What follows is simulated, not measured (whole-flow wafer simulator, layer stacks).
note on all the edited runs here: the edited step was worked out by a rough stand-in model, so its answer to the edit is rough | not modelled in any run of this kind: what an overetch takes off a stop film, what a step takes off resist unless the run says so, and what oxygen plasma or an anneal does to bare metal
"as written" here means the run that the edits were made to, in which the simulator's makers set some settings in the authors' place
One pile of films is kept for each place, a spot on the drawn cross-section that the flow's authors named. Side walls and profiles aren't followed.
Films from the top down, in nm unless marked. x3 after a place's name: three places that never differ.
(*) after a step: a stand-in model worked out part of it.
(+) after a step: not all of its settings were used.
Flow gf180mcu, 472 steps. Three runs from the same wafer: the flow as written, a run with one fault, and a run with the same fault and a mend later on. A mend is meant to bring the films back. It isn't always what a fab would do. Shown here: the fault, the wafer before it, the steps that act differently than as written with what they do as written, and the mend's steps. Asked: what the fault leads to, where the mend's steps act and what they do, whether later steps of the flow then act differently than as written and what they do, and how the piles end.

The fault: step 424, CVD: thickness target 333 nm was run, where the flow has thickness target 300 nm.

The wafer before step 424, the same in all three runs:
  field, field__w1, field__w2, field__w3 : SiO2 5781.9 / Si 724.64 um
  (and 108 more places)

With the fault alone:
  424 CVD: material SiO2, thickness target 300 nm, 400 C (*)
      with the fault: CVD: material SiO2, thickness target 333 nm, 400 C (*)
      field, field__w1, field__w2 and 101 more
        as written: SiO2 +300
        with the fault: SiO2 +333
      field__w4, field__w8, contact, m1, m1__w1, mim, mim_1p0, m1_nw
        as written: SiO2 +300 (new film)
        with the fault: SiO2 +333 (new film)
  Later steps of the flow that act differently than as written (2 more steps differ only slightly, by at most 2% or 0.5 nm, whichever is larger, and aren't shown):
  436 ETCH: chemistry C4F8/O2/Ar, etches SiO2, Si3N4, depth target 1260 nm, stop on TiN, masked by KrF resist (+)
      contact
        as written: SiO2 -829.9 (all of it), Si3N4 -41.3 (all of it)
        with the fault: SiO2 -862.9 (all of it), Si3N4 -41.3 (all of it)
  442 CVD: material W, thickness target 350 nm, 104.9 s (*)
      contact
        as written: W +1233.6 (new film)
        with the fault: W +1266.8 (new film)
  At the end the piles differ from the flow's by more than 2% or 0.5 nm, whichever is larger, at field__w8, contact, m1, m1__w1, mim, m1_nw.
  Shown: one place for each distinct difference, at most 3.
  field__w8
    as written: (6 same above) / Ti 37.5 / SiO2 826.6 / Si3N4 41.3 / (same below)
    with the fault: (6 same above) / Ti 37.5 / SiO2 859.6 / Si3N4 41.3 / (same below)
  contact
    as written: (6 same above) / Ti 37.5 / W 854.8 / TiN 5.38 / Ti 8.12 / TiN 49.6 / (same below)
    with the fault: (6 same above) / Ti 37.5 / W 888 / TiN 5.28 / Ti 7.97 / TiN 49.6 / (same below)
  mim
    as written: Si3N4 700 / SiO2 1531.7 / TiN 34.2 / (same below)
    with the fault: Si3N4 700 / SiO2 1564.7 / TiN 34.2 / (same below)

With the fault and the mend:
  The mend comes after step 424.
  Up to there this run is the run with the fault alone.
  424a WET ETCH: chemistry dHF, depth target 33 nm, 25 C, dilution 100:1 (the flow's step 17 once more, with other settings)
      field, field__w1, field__w2 and 109 more
        SiO2 -33
  No later step of the flow acts differently than as written at any place that is followed.
  At the end the piles are the same as the flow's at every place that both follow.
